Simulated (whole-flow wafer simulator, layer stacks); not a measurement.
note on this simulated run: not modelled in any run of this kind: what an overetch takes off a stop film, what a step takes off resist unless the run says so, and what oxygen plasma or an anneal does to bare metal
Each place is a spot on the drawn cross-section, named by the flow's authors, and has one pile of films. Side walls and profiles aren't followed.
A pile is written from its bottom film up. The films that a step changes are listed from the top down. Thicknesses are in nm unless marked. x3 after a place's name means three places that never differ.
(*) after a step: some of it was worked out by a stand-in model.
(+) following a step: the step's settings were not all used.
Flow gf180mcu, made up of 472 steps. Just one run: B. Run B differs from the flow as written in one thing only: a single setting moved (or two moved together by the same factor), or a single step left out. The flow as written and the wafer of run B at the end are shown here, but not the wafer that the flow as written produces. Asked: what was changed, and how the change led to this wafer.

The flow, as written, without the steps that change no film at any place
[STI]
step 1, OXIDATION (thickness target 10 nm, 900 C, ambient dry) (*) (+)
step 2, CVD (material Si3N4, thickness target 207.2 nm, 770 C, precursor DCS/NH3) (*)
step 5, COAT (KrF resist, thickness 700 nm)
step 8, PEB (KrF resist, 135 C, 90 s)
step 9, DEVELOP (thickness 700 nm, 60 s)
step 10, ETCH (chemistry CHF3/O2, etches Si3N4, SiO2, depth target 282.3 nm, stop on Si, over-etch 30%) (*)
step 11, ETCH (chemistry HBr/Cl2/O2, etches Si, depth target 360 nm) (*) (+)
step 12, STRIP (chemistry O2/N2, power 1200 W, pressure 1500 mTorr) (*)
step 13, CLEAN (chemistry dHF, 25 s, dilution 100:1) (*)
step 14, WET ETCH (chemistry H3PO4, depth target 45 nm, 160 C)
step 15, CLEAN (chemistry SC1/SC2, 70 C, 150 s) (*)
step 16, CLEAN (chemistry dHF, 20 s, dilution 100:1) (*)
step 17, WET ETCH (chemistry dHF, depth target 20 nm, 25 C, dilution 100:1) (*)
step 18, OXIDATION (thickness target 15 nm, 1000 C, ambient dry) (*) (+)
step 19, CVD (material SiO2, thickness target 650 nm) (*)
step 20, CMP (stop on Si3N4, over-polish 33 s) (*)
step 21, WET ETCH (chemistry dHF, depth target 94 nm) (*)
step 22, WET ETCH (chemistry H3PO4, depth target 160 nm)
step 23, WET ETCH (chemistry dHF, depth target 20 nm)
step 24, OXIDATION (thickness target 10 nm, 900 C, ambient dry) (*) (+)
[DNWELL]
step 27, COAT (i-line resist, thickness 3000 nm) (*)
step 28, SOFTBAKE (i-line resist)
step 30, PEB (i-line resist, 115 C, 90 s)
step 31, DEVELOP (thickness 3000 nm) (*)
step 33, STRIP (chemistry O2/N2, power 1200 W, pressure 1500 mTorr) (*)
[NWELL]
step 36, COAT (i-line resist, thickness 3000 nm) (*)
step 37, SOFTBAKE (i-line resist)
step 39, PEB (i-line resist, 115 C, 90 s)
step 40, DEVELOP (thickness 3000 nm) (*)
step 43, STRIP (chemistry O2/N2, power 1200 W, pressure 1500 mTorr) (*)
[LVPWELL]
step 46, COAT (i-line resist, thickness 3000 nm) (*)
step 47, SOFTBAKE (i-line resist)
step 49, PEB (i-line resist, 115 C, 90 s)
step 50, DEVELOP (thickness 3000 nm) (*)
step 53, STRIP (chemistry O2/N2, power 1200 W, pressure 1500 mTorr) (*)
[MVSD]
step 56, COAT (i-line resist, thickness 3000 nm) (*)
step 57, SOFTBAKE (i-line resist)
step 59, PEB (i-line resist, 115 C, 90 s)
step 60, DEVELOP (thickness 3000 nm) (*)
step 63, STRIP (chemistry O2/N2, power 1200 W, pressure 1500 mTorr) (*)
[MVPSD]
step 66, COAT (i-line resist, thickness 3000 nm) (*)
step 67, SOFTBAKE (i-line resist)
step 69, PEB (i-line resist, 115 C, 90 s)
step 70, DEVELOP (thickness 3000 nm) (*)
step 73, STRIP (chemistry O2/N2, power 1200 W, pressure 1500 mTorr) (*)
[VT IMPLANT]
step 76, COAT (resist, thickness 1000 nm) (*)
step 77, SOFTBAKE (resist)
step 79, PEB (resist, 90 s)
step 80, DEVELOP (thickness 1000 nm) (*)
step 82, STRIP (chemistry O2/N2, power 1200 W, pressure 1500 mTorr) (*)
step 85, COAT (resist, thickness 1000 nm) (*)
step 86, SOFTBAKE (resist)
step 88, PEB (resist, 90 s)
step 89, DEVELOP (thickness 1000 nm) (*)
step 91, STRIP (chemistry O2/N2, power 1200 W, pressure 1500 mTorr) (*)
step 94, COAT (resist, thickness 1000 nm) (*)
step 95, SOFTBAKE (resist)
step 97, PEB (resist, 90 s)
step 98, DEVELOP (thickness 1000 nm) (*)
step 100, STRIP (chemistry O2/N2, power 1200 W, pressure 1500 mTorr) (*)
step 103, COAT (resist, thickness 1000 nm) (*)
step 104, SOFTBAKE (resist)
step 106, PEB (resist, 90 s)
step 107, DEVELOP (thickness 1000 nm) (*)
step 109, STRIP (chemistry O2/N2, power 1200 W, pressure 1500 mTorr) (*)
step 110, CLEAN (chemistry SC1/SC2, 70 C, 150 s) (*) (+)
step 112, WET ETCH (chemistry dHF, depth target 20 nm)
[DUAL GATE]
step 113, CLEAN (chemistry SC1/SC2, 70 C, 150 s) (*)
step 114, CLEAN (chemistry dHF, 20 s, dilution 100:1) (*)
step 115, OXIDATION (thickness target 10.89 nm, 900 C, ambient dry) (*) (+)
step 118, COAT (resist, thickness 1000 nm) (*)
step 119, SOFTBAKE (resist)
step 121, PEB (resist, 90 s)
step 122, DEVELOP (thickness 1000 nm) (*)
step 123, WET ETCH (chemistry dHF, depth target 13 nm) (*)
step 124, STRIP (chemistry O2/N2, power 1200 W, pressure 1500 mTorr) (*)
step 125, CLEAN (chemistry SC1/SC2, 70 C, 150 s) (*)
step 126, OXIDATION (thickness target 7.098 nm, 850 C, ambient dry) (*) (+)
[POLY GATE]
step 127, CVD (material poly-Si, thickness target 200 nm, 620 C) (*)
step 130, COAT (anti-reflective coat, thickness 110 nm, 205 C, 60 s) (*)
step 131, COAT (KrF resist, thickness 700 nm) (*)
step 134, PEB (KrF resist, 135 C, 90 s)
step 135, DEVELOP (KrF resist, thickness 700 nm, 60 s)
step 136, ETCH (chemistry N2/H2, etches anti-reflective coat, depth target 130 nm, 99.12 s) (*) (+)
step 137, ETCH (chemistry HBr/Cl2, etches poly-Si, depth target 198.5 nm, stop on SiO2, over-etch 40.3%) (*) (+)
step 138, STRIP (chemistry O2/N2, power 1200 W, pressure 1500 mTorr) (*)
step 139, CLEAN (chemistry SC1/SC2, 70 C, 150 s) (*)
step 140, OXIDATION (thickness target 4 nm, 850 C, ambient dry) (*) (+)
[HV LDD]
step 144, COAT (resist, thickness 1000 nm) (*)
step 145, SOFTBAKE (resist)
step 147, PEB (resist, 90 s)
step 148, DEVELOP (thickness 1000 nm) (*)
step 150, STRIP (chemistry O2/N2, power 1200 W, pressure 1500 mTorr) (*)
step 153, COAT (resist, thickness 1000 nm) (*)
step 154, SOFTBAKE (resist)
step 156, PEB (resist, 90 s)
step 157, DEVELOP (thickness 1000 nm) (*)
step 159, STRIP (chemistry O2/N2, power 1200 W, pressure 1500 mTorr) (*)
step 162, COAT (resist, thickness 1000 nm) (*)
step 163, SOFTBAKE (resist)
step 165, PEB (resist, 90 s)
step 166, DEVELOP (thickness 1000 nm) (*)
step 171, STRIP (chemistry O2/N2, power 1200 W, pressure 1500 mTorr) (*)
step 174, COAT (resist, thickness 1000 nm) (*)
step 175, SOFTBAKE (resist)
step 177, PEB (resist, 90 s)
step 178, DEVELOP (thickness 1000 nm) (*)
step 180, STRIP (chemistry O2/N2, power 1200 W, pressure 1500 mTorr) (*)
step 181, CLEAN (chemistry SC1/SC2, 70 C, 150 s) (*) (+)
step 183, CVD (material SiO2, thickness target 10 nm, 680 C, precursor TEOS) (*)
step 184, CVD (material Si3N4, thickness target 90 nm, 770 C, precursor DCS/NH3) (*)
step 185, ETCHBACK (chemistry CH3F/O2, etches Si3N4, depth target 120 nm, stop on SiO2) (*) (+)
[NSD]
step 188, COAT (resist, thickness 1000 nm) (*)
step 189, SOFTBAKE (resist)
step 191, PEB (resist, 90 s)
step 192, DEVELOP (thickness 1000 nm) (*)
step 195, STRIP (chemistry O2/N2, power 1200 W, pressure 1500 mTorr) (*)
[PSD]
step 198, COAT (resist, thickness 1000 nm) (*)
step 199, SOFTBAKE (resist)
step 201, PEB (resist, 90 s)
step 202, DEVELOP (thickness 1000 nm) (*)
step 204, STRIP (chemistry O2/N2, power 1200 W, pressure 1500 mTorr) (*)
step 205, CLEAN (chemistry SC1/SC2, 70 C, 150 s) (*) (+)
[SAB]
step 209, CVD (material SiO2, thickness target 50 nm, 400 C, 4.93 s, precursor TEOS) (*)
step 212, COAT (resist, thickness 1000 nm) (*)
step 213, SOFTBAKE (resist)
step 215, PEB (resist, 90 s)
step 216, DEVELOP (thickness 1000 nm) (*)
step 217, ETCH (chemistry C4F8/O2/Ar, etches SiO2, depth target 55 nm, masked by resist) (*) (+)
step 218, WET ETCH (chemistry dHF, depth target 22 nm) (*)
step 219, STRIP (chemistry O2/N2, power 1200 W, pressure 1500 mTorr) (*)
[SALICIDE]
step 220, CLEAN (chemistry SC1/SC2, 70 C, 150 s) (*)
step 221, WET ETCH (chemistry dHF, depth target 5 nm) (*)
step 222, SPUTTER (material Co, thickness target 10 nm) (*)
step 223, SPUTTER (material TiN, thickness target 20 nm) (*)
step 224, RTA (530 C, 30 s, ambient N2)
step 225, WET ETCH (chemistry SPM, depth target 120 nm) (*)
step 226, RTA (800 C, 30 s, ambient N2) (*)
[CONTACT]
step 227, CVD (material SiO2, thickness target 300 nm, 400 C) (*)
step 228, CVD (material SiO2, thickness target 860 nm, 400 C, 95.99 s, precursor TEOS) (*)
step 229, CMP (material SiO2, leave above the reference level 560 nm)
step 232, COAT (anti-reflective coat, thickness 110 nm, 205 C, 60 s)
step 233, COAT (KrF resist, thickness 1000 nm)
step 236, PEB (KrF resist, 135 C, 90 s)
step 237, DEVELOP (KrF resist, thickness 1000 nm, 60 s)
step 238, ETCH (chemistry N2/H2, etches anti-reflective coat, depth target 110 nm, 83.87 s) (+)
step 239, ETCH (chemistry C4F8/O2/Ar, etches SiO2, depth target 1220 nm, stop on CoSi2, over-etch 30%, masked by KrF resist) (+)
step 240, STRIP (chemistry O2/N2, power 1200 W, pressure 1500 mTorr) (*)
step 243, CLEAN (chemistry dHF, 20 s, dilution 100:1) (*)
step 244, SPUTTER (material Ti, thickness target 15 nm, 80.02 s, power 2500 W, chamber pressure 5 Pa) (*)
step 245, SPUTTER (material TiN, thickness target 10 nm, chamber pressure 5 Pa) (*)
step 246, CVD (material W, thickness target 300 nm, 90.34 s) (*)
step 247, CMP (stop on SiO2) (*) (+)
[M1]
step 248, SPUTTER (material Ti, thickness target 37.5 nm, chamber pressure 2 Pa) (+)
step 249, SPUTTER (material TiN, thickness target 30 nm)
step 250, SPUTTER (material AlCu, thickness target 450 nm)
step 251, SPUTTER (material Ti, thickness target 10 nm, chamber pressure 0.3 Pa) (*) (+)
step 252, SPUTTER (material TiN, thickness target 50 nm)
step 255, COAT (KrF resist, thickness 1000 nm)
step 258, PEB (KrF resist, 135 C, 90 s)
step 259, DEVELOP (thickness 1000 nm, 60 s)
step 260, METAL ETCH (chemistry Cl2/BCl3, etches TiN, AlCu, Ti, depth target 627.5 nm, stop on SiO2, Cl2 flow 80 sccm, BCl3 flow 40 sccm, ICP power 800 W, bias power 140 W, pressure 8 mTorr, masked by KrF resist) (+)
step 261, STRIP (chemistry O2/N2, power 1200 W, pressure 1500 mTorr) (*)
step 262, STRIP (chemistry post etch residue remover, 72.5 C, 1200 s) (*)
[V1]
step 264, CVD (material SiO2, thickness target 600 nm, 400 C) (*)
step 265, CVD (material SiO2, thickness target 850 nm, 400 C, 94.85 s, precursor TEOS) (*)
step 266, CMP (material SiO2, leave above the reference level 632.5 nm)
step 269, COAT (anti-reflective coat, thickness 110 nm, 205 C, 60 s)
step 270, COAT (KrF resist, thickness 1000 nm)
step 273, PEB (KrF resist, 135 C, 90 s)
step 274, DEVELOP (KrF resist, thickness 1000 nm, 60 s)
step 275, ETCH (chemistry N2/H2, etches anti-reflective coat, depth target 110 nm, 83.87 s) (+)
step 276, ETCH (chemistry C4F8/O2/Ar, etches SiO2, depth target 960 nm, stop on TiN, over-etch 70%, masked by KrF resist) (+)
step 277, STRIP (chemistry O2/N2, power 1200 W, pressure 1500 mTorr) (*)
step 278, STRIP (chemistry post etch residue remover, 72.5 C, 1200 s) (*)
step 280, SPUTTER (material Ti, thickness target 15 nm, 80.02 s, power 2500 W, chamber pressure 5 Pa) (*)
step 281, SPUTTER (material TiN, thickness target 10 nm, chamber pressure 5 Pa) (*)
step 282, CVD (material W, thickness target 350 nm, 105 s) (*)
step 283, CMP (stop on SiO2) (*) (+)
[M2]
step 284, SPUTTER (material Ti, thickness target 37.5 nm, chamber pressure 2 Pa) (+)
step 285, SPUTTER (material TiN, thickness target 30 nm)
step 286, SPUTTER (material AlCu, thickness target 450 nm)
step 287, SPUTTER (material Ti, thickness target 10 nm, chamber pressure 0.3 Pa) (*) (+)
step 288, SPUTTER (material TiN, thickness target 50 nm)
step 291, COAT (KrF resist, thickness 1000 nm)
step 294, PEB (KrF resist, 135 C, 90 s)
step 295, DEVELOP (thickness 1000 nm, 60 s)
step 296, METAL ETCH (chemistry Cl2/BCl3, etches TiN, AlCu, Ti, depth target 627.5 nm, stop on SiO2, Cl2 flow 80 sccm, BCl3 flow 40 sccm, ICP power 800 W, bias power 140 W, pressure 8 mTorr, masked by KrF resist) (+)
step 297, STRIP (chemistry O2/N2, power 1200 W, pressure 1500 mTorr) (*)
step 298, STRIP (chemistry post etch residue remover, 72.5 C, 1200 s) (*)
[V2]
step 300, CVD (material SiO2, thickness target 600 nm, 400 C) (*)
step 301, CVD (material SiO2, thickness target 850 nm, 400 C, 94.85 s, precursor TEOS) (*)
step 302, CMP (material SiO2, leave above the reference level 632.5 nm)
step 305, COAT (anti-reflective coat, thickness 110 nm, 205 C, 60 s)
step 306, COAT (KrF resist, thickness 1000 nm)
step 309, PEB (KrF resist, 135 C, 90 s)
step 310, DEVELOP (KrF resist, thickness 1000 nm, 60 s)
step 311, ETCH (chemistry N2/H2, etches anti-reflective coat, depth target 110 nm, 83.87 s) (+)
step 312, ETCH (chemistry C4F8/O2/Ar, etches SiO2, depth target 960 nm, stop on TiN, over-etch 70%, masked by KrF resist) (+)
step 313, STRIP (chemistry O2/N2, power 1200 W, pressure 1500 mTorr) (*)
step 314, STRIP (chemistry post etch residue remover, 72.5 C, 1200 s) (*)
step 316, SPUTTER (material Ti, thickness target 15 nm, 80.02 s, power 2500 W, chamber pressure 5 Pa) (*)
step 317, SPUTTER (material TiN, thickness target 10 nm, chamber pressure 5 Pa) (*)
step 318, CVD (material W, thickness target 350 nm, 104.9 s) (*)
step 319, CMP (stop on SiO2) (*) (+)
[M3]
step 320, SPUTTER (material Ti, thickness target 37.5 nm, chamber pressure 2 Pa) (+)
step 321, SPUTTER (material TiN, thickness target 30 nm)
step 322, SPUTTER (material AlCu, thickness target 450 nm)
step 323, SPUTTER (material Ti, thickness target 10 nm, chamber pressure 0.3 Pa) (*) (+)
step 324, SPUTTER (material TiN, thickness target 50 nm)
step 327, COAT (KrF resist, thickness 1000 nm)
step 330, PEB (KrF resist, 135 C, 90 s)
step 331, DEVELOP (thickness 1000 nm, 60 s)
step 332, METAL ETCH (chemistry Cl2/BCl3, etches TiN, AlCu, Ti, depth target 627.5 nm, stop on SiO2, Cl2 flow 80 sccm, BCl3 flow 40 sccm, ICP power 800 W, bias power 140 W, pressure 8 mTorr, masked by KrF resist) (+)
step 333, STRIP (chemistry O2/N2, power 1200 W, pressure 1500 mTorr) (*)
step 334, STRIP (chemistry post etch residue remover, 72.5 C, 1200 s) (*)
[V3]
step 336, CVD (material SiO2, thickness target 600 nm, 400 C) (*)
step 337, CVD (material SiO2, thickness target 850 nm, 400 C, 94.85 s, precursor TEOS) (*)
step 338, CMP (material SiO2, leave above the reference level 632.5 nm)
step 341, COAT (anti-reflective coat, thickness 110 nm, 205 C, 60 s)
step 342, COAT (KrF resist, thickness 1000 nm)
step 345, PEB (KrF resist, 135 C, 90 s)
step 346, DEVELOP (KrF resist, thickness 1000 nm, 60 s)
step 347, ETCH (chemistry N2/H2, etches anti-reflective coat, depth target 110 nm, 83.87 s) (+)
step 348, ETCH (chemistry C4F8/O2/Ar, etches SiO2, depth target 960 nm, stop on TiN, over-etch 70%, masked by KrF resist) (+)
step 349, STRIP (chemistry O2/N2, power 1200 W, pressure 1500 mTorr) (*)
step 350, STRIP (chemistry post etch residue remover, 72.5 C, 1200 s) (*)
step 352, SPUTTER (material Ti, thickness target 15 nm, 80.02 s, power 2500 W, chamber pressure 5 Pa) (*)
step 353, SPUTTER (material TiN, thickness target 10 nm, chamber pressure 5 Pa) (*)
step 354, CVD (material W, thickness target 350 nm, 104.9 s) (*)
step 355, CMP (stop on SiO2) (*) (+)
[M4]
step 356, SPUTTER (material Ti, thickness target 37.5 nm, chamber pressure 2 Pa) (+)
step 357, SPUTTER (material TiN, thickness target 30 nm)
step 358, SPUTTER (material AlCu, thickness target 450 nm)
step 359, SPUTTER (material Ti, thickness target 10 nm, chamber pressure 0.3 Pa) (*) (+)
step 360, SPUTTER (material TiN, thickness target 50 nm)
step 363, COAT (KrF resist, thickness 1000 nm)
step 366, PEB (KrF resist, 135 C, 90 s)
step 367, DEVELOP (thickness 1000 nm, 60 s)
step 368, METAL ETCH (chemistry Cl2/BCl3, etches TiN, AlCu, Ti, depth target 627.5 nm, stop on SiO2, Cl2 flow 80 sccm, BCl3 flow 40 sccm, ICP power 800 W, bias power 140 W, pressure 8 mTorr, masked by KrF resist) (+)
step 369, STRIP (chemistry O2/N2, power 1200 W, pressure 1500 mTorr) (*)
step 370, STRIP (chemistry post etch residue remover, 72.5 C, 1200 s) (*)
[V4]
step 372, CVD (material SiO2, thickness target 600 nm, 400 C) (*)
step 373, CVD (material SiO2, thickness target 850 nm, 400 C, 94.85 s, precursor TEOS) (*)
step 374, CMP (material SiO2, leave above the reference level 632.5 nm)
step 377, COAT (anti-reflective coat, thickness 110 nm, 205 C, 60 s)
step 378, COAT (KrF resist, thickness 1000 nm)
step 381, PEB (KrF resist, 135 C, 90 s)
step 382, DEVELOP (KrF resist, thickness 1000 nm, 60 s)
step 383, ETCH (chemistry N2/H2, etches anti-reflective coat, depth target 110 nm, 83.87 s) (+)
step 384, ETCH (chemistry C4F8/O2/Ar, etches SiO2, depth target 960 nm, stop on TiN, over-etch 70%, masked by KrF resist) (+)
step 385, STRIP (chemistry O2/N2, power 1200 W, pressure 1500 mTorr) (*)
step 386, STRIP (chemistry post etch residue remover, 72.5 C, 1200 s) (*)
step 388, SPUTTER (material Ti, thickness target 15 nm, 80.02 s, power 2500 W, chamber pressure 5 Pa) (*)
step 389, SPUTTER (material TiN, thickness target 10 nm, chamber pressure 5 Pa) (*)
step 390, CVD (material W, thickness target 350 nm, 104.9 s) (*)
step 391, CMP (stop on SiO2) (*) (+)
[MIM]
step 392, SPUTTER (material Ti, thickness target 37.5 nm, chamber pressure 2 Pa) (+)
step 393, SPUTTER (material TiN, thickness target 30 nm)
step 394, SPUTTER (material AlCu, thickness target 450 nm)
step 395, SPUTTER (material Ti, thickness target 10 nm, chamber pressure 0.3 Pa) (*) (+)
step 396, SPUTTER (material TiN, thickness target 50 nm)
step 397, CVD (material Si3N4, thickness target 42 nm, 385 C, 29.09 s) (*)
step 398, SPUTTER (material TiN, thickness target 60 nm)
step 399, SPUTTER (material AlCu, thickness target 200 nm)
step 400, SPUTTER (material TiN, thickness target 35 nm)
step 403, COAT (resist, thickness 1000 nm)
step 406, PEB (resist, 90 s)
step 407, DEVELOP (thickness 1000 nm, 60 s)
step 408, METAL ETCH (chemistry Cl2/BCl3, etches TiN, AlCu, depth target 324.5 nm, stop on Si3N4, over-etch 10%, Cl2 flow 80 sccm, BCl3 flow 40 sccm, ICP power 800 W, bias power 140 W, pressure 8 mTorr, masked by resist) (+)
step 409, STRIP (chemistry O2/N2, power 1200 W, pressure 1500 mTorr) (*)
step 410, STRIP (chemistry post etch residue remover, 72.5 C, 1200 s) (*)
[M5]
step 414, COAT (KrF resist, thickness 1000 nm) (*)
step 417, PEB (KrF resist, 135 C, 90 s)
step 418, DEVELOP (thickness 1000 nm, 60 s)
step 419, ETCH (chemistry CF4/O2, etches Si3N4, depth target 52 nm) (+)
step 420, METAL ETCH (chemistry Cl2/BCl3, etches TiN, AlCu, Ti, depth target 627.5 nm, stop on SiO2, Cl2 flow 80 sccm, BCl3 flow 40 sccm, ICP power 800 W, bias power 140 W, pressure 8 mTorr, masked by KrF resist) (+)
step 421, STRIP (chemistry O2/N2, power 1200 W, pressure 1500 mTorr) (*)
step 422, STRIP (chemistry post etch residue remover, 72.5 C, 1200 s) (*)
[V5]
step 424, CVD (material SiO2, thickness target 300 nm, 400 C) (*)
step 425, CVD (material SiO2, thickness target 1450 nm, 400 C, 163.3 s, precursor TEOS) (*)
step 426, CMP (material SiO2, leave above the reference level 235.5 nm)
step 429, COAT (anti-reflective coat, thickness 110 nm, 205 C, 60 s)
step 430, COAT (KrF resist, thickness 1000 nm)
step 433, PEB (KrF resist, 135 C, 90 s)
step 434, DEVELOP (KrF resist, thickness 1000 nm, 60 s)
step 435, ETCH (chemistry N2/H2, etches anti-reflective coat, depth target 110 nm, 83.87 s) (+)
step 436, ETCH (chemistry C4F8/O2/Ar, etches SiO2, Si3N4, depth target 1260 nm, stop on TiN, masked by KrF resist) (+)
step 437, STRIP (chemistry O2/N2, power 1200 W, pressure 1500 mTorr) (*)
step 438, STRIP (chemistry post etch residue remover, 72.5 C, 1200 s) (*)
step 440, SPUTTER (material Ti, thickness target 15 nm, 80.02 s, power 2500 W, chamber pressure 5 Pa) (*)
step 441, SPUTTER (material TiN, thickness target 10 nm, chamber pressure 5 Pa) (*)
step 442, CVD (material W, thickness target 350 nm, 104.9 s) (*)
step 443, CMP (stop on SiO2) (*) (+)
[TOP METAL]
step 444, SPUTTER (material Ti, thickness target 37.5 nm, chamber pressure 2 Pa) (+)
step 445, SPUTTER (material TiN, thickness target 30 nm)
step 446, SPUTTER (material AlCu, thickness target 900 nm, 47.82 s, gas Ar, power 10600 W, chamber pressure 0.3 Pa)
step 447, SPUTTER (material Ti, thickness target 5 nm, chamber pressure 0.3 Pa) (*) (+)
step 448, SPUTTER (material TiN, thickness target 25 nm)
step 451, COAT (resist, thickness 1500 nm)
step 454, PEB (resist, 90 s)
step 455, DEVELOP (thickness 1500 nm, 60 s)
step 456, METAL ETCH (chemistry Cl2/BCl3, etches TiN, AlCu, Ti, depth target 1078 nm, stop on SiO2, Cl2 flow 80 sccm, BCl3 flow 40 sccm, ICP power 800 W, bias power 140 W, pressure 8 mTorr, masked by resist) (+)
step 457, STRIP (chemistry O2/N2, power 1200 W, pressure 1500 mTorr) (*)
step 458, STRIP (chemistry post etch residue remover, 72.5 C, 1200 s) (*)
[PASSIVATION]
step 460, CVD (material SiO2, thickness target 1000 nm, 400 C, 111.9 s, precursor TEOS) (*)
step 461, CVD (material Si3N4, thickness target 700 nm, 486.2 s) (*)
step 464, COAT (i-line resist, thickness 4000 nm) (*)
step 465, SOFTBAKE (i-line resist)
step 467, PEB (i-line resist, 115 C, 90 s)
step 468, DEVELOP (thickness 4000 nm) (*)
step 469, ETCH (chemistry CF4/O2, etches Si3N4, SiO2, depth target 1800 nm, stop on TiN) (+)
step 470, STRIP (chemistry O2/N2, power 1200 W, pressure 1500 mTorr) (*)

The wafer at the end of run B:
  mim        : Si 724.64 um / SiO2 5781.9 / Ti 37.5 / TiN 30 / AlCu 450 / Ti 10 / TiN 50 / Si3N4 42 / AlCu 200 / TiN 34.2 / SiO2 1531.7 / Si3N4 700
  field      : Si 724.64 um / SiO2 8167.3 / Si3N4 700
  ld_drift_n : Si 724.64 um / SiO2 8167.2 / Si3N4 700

Cause: step 398, SPUTTER: material TiN, thickness target 60 nm, was skipped.

The path from the change to this, step by step:
  step 408, METAL ETCH (chemistry Cl2/BCl3, etches TiN, AlCu, depth target 324.5 nm, stop on Si3N4, over-etch 10%, Cl2 flow 80 sccm, BCl3 flow 40 sccm, ICP power 800 W, bias power 140 W, pressure 8 mTorr, masked by resist) (+)
      field, field__w1, field__w2 and 107 more: -35 TiN (all of it), -200 AlCu (all of it) (it would be, as written: -35 TiN (all of it), -200 AlCu (all of it), -60 TiN (all of it))
      mim: -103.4 resist (it would be, as written: -129.8 resist)
  step 409, STRIP (chemistry O2/N2, power 1200 W, pressure 1500 mTorr) (*)
      mim: -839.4 resist (all of it) (it would be, as written: -813 resist (all of it))
  step 414, COAT (KrF resist, thickness 1000 nm) (*)
      mim: +809.9 KrF resist (new film) (it would be, as written: +763.7 KrF resist (new film))
  step 421, STRIP (chemistry O2/N2, power 1200 W, pressure 1500 mTorr) (*)
      mim: -504.7 KrF resist (all of it) (it would be, as written: -458.9 KrF resist (all of it))
  step 426, CMP (material SiO2, leave above the reference level 235.5 nm)
      field, field__w1, field__w5 and 92 more: -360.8 SiO2 (it would be, as written: -300.8 SiO2)
      field__w2, field__w3, field__w12 and 6 more: -332.7 SiO2 (it would be, as written: -272.7 SiO2)
      (also at 7 further places)
  step 436, ETCH (chemistry C4F8/O2/Ar, etches SiO2, Si3N4, depth target 1260 nm, stop on TiN, masked by KrF resist) (+)
      field, field__w1, field__w2 and 108 more: -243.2 KrF resist (it would be, as written: -252 KrF resist)
      contact: -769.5 SiO2 (all of it), -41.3 Si3N4 (all of it) (it would be, as written: -829.5 SiO2 (all of it), -41.3 Si3N4 (all of it))
  step 442, CVD (material W, thickness target 350 nm, 104.9 s) (*)
      contact: +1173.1 W (new film) (it would be, as written: +1233.6 W (new film))
